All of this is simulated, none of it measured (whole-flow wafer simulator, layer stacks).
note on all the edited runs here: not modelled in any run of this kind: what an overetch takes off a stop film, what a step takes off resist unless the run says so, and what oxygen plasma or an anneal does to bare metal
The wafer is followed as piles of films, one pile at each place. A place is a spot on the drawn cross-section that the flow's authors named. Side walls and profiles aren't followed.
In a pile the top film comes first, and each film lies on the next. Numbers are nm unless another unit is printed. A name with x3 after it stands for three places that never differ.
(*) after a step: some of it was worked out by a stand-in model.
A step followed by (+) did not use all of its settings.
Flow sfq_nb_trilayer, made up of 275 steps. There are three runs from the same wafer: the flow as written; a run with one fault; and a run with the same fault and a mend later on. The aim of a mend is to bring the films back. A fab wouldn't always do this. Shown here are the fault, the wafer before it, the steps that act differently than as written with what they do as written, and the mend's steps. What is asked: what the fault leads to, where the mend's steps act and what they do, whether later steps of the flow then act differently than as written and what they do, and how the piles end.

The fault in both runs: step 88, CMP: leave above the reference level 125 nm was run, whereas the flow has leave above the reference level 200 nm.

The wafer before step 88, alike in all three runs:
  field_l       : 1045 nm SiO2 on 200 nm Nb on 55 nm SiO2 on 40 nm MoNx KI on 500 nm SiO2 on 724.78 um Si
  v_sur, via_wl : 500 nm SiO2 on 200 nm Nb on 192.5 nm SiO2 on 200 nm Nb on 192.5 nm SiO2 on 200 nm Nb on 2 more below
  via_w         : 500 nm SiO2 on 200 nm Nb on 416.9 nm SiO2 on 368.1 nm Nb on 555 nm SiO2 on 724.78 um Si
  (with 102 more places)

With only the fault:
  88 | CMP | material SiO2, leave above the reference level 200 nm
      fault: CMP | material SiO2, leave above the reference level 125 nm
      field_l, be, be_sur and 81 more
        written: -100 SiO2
        fault: -175 SiO2
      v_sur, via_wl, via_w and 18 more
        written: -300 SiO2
        fault: -375 SiO2
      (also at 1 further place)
  Later steps of the flow acting differently than as written (3 more steps, not shown, differ only slightly: by at most 2% or 0.5 nm, whichever is larger):
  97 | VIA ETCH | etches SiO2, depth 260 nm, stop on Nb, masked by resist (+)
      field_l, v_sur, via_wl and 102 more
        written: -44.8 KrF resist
        fault: -32.3 KrF resist
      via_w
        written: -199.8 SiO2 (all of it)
        fault: -124.8 SiO2 (all of it)
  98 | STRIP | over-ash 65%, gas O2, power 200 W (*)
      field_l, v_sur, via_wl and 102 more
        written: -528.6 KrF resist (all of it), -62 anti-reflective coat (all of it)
        fault: -541.1 KrF resist (all of it), -62 anti-reflective coat (all of it)
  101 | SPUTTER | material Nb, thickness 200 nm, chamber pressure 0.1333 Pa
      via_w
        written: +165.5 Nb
        fault: +182.1 Nb
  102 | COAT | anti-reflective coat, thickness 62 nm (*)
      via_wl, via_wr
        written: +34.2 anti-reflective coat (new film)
        fault: +37 anti-reflective coat (new film)
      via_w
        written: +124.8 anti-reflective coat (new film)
        fault: +107.6 anti-reflective coat (new film)
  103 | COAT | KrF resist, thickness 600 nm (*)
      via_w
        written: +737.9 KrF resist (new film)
        fault: +675.8 KrF resist (new film)
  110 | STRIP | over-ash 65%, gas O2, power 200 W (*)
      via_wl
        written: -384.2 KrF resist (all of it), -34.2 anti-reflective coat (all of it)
        fault: -390.9 KrF resist (all of it), -37 anti-reflective coat (all of it)
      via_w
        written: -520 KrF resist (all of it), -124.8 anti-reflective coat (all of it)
        fault: -458 KrF resist (all of it), -107.6 anti-reflective coat (all of it)
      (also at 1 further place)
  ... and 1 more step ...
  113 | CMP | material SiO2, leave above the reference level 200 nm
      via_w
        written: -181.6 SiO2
        fault: -158.2 SiO2
  The piles end different from the flow's at field_l, v_sur, via_wl and 103 more by more than 2% or 0.5 nm, whichever is larger.
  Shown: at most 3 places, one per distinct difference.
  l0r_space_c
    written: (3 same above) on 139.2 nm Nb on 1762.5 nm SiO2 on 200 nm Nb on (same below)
    fault: (3 same above) on 139.2 nm Nb on 1687.5 nm SiO2 on 200 nm Nb on (same below)
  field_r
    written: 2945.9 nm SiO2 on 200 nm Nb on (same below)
    fault: 2870.9 nm SiO2 on 200 nm Nb on (same below)
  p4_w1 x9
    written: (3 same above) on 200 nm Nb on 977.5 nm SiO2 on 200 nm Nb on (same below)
    fault: (3 same above) on 200 nm Nb on 902.5 nm SiO2 on 200 nm Nb on (same below)

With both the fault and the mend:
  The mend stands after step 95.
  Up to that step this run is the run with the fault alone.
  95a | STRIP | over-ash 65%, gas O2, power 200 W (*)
      field_l, v_sur, via_wl and 102 more
        -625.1 KrF resist (all of it), -62 anti-reflective coat (all of it)
      via_w
        -62 anti-reflective coat (all of it)
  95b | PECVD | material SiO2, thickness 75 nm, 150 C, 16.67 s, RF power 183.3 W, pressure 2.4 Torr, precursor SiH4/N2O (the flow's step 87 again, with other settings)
      field_l, v_sur, via_wl and 103 more
        +75 SiO2
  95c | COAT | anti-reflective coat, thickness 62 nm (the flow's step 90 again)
      field_l, v_sur, via_wl and 103 more
        +62 anti-reflective coat (new film)
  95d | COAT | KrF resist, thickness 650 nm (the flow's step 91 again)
      field_l, v_sur, via_wl and 103 more
        +650 KrF resist (new film)
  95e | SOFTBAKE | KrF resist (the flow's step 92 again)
      leaves every film unchanged at each place that is followed
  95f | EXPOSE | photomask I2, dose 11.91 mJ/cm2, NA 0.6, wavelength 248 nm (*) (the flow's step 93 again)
      leaves every film unchanged at each place that is followed
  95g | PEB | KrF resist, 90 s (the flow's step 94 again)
      field_l, v_sur, via_wl and 103 more
        -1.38 KrF resist
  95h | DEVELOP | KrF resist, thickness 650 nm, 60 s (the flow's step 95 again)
      field_l, v_sur, via_wl and 102 more
        -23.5 KrF resist
      via_w
        -648.6 KrF resist (all of it)
  Every later step of the flow that is run acts as written, at every place that is followed, to within 2% or 0.5 nm, whichever is larger.
  By the end, the piles equal the flow's at every place that both follow.
